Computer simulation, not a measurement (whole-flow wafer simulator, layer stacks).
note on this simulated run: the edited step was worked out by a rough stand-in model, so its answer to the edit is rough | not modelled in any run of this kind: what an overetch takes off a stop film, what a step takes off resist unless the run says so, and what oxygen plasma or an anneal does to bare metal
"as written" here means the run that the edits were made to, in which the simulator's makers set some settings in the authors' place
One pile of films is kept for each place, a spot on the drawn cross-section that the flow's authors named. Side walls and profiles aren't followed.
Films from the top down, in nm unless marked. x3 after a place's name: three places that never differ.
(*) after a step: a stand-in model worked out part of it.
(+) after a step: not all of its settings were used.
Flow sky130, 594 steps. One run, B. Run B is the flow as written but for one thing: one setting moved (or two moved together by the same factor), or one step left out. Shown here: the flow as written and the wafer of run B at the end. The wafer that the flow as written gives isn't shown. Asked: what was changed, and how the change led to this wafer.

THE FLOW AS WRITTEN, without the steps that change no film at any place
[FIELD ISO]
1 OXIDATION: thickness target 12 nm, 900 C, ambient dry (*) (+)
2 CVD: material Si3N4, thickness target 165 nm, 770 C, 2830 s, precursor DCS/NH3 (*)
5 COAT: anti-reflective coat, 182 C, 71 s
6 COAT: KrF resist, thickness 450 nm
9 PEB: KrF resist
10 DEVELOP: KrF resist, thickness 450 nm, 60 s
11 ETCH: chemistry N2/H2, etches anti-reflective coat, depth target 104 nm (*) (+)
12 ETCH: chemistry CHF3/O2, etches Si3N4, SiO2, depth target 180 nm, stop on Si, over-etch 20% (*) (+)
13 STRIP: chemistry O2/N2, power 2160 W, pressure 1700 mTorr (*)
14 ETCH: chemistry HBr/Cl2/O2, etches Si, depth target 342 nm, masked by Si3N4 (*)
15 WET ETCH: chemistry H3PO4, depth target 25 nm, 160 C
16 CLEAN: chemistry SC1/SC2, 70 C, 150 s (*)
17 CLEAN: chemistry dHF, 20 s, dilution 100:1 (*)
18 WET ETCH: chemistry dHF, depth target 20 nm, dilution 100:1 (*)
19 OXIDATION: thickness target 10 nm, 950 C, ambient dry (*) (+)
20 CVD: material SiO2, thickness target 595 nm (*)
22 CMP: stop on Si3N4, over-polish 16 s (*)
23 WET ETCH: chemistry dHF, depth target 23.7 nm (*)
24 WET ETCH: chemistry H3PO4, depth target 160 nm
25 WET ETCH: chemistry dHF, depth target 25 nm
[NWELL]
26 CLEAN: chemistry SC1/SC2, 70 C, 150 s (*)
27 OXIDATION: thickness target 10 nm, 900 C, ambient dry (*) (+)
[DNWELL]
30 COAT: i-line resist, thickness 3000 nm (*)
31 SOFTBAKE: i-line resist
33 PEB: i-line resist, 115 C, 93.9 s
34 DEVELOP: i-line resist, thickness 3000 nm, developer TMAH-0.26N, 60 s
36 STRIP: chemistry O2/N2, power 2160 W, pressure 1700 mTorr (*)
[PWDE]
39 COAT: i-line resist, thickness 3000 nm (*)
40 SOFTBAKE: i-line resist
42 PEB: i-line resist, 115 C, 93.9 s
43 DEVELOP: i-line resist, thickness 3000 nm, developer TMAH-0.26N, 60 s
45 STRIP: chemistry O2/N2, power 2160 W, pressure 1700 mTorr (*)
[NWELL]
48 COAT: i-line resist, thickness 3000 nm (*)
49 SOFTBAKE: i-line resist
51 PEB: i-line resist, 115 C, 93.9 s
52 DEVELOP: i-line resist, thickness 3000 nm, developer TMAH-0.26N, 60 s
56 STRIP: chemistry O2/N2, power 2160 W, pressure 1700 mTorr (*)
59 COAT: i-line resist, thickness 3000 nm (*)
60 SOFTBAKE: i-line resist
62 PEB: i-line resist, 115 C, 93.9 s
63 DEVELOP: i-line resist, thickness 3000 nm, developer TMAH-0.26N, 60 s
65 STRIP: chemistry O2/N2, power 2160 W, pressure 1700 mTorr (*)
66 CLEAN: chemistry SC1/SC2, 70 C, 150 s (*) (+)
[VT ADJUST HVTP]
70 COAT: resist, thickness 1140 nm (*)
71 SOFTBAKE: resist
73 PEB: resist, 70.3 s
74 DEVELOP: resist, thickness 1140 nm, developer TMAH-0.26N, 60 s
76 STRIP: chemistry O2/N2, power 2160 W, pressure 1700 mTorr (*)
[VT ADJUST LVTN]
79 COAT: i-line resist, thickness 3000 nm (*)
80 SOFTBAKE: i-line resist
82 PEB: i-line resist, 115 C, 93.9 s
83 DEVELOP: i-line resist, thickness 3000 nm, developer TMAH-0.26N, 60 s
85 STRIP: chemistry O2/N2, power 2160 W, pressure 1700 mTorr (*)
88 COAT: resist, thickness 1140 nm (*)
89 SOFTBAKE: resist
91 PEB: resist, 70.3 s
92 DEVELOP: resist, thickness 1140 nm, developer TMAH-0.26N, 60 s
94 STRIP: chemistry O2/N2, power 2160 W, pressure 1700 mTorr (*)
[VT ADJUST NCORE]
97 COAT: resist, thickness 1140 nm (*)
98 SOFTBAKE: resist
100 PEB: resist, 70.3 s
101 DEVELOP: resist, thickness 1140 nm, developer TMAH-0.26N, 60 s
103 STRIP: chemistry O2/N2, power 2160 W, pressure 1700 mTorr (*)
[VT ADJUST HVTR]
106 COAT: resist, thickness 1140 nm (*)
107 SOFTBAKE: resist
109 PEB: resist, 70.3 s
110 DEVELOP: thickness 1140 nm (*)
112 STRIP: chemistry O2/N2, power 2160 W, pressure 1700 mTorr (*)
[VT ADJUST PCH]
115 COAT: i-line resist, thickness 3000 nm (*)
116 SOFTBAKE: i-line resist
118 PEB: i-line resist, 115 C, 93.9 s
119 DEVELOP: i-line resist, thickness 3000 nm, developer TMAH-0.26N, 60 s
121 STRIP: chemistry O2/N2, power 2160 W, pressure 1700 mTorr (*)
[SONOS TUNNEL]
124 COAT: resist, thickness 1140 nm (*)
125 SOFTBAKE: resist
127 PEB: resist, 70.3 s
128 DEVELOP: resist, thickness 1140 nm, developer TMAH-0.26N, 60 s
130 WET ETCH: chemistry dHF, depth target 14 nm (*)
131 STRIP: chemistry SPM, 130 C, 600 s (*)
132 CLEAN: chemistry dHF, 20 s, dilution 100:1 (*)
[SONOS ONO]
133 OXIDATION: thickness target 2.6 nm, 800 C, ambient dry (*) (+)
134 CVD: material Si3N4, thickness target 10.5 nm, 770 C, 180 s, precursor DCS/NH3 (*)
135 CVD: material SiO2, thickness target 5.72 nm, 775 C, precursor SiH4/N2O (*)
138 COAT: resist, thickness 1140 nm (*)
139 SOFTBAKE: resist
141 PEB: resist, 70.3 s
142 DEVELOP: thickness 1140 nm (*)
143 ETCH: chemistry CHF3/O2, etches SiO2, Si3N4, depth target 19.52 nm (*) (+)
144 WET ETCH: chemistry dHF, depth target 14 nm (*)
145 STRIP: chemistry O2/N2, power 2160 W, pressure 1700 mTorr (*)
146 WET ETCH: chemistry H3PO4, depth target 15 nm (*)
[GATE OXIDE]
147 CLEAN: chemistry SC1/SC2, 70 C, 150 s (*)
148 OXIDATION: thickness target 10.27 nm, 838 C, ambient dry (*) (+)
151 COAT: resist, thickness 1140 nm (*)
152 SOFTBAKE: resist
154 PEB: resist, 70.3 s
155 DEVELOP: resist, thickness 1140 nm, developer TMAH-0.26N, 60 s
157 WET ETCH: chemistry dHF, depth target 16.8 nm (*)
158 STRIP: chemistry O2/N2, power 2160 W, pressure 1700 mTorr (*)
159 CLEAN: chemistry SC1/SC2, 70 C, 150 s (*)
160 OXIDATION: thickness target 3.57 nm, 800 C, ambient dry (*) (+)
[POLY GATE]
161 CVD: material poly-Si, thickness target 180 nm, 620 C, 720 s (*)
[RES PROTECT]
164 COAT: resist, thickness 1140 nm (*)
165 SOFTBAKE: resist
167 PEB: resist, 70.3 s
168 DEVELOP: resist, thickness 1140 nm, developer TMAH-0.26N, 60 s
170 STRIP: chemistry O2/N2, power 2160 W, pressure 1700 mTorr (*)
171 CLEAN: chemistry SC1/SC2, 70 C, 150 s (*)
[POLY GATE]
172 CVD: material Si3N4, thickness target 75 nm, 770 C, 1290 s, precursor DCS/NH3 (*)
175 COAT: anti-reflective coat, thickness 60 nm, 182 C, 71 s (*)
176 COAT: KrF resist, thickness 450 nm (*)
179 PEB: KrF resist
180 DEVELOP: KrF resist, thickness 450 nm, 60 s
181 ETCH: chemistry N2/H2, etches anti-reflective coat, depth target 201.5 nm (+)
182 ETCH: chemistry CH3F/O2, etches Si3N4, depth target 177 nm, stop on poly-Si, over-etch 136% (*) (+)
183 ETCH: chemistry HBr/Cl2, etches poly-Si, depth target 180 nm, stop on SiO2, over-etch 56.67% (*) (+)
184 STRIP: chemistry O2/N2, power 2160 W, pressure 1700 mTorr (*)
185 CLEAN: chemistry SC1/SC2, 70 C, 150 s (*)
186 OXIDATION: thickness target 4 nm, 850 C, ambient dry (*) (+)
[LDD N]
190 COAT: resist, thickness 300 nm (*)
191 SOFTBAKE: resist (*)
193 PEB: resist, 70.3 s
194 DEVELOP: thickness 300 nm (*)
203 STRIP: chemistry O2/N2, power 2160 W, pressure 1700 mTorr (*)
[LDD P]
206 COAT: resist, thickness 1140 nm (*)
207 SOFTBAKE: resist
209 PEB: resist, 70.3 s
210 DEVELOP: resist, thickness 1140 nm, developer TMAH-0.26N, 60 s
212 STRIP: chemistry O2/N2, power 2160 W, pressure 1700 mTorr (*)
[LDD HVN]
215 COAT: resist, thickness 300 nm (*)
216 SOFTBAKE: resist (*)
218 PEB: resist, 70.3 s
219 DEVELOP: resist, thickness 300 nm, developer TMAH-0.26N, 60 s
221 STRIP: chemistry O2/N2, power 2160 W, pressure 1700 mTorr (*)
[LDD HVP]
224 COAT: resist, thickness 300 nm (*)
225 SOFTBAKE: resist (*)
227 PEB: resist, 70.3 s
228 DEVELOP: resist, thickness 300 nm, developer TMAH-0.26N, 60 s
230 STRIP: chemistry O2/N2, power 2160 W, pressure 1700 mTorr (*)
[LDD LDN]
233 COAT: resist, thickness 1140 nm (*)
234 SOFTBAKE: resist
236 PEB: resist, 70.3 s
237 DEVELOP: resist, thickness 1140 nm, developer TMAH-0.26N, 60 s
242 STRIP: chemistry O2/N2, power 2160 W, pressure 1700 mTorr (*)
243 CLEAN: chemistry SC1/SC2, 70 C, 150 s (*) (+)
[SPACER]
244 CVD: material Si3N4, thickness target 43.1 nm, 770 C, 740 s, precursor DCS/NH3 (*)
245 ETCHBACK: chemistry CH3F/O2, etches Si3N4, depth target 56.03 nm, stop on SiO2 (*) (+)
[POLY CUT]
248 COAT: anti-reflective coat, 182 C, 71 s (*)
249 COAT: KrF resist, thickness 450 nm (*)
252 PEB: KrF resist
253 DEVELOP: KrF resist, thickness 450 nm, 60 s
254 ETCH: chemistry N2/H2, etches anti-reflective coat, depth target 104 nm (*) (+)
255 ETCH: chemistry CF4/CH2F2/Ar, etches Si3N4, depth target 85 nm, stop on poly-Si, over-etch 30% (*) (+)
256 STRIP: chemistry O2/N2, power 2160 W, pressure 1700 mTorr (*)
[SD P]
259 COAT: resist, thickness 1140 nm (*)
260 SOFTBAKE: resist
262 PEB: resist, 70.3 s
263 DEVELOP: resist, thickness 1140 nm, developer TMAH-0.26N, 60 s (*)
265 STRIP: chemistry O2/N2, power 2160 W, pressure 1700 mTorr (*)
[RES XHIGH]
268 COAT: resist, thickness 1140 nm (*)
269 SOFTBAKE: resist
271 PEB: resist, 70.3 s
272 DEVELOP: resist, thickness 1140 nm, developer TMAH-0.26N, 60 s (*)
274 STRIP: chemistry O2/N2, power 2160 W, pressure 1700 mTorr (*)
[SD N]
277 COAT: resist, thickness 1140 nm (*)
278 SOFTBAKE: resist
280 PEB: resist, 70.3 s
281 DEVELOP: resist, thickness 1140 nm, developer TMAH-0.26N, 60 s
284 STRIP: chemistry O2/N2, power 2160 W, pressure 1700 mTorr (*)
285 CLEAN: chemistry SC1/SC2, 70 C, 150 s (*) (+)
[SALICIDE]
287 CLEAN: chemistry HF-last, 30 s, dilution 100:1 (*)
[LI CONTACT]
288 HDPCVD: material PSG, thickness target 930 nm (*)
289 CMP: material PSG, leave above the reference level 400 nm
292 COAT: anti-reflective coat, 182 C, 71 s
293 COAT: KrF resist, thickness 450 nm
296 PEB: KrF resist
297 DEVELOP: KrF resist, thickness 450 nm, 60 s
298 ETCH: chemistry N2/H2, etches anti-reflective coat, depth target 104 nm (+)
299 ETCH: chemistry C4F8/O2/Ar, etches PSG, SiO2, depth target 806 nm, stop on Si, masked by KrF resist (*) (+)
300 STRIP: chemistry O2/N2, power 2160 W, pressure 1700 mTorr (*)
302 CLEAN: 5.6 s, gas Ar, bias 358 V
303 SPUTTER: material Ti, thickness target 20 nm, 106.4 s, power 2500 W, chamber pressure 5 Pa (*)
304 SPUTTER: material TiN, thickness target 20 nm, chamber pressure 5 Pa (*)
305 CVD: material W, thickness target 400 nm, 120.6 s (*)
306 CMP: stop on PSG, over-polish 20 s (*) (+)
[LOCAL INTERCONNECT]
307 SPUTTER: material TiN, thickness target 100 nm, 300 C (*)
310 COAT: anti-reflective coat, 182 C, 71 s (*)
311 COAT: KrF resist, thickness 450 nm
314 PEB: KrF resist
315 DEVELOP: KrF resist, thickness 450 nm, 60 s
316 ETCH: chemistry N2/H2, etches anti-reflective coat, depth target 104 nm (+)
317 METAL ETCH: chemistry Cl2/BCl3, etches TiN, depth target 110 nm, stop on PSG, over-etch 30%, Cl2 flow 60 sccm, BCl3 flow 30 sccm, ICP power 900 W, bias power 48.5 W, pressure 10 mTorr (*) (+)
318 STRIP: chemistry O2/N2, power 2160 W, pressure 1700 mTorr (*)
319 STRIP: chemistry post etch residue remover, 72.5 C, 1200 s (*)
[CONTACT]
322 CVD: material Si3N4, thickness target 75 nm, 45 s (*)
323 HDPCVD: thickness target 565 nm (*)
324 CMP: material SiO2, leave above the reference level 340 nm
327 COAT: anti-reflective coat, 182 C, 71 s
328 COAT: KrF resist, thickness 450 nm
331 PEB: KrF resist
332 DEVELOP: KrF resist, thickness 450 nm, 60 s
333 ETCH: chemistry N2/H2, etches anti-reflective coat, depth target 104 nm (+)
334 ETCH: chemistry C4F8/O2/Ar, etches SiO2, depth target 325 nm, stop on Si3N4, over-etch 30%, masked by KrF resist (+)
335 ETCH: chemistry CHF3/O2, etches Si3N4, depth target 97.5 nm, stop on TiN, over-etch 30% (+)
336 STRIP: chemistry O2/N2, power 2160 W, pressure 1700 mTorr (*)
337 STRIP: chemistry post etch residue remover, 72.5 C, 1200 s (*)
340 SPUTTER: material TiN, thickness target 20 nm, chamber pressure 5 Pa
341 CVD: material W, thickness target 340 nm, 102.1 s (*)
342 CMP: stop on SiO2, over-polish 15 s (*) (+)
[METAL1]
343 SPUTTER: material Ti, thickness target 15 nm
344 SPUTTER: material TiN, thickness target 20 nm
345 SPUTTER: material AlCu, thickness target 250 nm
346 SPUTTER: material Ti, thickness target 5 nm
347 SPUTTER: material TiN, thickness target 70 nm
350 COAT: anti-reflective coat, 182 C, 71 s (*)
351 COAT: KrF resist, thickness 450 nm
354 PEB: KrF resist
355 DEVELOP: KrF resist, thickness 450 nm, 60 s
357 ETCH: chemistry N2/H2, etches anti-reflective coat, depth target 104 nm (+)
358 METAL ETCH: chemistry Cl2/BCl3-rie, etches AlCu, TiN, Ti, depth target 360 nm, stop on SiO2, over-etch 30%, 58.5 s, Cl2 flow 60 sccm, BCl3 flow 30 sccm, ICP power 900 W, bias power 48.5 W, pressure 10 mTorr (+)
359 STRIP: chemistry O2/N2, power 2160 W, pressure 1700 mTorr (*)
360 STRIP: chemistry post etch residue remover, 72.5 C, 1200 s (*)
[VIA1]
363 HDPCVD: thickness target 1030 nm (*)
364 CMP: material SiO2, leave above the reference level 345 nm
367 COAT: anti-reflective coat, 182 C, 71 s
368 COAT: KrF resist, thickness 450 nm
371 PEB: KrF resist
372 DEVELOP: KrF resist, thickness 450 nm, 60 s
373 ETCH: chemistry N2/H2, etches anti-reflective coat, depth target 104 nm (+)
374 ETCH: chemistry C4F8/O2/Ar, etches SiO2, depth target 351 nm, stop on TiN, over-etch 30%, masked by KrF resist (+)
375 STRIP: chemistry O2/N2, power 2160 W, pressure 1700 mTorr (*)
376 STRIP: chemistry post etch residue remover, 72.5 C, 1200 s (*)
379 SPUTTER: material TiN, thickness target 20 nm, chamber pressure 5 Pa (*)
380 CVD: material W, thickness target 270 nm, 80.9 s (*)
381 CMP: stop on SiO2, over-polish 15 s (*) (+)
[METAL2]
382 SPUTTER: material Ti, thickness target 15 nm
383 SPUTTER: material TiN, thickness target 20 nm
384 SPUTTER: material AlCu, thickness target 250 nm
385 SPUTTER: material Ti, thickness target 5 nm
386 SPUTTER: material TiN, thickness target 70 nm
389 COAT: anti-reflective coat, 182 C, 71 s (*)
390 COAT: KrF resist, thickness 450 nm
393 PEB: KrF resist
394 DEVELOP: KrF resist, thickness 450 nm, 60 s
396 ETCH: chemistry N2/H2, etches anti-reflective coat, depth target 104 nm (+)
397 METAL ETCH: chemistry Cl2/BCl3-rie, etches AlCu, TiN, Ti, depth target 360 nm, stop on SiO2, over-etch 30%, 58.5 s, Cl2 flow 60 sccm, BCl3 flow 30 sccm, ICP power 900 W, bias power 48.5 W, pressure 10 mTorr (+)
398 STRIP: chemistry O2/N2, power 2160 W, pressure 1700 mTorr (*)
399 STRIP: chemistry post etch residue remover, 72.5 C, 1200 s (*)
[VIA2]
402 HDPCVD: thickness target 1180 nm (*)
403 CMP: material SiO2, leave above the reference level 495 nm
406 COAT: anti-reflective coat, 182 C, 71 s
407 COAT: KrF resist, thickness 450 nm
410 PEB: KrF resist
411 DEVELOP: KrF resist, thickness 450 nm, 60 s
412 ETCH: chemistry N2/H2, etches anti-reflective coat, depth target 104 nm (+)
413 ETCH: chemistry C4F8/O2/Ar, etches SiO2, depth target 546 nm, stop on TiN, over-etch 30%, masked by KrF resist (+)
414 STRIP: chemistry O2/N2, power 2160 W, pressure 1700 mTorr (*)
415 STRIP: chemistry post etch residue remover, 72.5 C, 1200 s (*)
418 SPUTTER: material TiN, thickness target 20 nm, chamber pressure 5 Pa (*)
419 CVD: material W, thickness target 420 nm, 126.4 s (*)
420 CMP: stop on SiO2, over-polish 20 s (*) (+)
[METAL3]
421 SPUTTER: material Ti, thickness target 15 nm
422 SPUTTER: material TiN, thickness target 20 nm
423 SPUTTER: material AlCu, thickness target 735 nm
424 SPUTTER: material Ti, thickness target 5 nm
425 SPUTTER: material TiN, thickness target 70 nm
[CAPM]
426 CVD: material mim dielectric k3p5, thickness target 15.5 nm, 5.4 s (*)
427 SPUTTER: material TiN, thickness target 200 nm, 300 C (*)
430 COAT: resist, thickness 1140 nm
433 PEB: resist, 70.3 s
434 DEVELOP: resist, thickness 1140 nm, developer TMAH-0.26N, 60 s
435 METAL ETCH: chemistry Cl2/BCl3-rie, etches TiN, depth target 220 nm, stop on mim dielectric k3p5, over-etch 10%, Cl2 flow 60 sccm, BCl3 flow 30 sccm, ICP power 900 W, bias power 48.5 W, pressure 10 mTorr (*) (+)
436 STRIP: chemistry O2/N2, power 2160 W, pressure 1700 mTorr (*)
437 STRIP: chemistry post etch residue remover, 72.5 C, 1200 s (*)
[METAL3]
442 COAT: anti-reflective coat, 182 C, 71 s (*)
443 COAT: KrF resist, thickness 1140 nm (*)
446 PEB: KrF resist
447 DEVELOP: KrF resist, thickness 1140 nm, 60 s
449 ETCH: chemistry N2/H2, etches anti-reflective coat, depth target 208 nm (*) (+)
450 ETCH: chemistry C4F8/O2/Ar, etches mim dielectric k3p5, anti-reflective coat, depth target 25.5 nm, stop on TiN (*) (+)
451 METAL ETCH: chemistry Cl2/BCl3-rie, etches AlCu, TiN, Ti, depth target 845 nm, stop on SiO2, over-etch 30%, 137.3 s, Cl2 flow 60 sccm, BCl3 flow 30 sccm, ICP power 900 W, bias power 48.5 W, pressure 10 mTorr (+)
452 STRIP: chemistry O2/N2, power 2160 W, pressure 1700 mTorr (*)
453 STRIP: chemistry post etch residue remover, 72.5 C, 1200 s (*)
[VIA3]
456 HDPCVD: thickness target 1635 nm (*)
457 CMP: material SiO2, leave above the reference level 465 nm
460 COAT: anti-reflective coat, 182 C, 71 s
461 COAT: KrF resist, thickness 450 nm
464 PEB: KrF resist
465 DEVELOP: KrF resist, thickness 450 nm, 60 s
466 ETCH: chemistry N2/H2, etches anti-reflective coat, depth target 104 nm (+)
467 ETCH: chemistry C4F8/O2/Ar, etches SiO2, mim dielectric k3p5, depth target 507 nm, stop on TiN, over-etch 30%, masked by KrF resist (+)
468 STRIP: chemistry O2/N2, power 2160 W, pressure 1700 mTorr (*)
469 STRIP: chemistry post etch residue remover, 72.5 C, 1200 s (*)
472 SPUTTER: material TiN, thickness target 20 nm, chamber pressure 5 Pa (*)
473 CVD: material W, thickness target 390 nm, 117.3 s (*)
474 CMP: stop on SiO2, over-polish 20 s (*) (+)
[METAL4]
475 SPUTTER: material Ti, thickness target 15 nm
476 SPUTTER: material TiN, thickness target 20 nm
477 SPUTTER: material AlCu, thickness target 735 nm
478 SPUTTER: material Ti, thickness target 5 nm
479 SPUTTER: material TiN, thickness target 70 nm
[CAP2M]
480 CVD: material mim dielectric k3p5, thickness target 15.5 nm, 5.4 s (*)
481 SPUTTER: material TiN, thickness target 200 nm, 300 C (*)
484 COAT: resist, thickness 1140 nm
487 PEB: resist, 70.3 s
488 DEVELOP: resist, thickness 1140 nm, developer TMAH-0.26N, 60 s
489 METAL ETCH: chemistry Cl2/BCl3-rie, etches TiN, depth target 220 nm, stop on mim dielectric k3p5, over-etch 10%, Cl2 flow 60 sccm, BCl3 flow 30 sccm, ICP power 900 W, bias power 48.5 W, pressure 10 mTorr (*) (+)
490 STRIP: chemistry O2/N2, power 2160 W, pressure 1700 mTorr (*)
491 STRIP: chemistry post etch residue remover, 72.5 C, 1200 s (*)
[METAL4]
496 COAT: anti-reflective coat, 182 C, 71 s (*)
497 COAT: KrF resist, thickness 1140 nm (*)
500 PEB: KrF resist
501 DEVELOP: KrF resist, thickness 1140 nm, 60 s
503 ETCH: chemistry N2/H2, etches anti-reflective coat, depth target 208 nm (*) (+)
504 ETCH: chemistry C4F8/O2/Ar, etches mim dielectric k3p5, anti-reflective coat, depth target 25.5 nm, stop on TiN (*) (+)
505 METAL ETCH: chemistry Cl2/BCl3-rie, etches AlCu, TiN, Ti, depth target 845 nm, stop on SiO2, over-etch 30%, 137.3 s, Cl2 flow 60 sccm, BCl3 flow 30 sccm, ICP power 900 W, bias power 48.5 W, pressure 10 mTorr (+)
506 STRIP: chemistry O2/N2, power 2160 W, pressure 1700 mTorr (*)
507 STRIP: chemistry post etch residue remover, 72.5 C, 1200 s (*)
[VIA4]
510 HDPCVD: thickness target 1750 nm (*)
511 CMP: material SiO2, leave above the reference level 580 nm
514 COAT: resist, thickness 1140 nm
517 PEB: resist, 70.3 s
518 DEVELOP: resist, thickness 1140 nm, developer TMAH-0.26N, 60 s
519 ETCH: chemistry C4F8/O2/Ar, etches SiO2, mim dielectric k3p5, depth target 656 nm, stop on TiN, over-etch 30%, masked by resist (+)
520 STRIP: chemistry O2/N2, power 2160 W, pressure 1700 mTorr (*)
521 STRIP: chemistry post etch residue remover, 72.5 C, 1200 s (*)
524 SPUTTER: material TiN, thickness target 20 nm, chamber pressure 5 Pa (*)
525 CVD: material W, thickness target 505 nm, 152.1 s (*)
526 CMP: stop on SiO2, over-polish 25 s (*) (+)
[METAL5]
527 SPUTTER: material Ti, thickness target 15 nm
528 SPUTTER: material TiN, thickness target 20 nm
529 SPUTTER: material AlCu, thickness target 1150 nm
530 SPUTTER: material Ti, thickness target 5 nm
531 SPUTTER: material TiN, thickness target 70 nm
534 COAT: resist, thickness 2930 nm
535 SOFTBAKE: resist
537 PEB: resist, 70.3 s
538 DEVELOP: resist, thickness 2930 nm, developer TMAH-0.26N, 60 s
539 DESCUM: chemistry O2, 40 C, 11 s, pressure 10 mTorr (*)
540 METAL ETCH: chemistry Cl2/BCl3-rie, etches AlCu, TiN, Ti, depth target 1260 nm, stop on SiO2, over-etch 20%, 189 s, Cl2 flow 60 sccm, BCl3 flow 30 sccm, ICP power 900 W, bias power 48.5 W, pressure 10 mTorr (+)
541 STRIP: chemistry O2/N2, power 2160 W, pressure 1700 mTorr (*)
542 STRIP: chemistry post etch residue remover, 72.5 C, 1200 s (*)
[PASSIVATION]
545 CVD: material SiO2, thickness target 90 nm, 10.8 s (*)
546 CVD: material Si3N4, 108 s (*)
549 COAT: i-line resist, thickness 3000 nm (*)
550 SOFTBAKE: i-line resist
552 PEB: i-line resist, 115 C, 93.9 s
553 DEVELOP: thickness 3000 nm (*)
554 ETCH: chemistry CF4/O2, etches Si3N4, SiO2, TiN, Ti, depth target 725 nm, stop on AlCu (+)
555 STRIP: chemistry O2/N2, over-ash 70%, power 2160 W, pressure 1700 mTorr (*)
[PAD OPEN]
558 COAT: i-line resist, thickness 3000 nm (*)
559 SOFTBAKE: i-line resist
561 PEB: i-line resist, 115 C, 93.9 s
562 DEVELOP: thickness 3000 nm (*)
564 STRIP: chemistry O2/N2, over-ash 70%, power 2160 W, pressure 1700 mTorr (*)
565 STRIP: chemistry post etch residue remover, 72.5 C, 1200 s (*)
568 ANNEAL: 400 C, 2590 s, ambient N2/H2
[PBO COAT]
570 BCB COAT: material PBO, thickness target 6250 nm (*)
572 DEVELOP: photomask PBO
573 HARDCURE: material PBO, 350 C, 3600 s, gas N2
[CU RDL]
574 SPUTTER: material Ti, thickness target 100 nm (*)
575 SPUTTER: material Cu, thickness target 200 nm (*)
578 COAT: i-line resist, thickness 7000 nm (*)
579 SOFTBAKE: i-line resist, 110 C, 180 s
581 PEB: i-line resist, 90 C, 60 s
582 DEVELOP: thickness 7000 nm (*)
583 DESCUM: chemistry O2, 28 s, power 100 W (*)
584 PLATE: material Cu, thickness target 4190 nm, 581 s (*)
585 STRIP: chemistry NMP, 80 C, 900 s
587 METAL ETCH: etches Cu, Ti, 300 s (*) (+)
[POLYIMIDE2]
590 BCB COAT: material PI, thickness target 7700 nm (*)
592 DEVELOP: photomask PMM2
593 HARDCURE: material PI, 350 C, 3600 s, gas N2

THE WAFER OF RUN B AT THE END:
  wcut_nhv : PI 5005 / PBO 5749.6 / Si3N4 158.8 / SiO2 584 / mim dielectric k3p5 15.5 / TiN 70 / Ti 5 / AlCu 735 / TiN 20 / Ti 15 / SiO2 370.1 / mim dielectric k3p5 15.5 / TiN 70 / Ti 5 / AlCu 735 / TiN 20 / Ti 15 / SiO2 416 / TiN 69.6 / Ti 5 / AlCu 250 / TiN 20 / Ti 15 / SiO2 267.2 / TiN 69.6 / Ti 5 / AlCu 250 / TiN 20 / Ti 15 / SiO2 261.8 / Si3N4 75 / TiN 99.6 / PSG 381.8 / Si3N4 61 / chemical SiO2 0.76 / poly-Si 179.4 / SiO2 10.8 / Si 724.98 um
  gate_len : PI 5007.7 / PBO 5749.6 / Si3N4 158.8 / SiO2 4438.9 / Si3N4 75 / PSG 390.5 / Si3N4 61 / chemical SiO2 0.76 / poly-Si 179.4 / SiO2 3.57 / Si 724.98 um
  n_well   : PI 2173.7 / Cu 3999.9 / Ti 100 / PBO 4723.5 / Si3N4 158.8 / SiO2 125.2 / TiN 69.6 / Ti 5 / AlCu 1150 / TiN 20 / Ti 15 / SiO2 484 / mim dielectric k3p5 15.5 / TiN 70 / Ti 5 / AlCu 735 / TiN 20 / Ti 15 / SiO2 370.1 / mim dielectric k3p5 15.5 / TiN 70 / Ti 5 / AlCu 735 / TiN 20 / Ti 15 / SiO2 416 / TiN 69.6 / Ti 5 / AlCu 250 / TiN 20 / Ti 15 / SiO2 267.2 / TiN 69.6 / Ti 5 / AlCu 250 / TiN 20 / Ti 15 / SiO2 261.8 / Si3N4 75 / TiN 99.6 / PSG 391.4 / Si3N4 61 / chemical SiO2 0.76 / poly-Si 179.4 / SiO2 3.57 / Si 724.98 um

The cause: step 570, BCB COAT: thickness target 7187 nm was run, where the flow has thickness target 6250 nm.

How the change led to this, step by step:
  570 BCB COAT: material PBO, thickness target 6250 nm (*)
      dice_street, vpp_sp, vpp_ln and 71 more: PBO +7187 (new film) (as written it would be: PBO +6250 (new film))
      gate_p_lvt_sd, iso_guard_nw, gate_hv_sd, gate_p_g5v0_sd, active_p_g5v0, spacer_p_g5v0, field_nw_hv: PBO +7190.7 (new film) (as written it would be: PBO +6254.1 (new film))
      (and at 112 more places)
  572 DEVELOP: photomask PBO
      pad: PBO -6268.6 (all of it) (as written it would be: PBO -5331.8 (all of it))
  573 HARDCURE: material PBO, 350 C, 3600 s, gas N2
      dice_street, vpp_sp, vpp_ln and 71 more: PBO -1437.4 (as written it would be: PBO -1250)
      field, active, spacer, gate_lvt_sd, active_lvt, spacer_lvt: PBO -1438.4 (as written it would be: PBO -1251)
      (and at 112 more places)
  578 COAT: i-line resist, thickness 7000 nm (*)
      pad: i-line resist +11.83 um (new film) (as written it would be: i-line resist +11.08 um (new film))
  579 SOFTBAKE: i-line resist, 110 C, 180 s
      gate_p_g5v0, iso_guard_hv_nw: i-line resist -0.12 (as written it would be: i-line resist +0.63)
      iso_guard: i-line resist -0.33 (as written it would be: i-line resist +0.37)
      (and at 57 more places)
  582 DEVELOP: thickness 7000 nm (*)
      pad: i-line resist -11.83 um (all of it) (as written it would be: i-line resist -11.08 um (all of it))
  590 BCB COAT: material PI, thickness target 7700 nm (*)
      pad: PI +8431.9 (new film) (as written it would be: PI +7682.4 (new film))
  592 DEVELOP: photomask PMM2
      pad: PI -8431.9 (all of it) (as written it would be: PI -7682.4 (all of it))
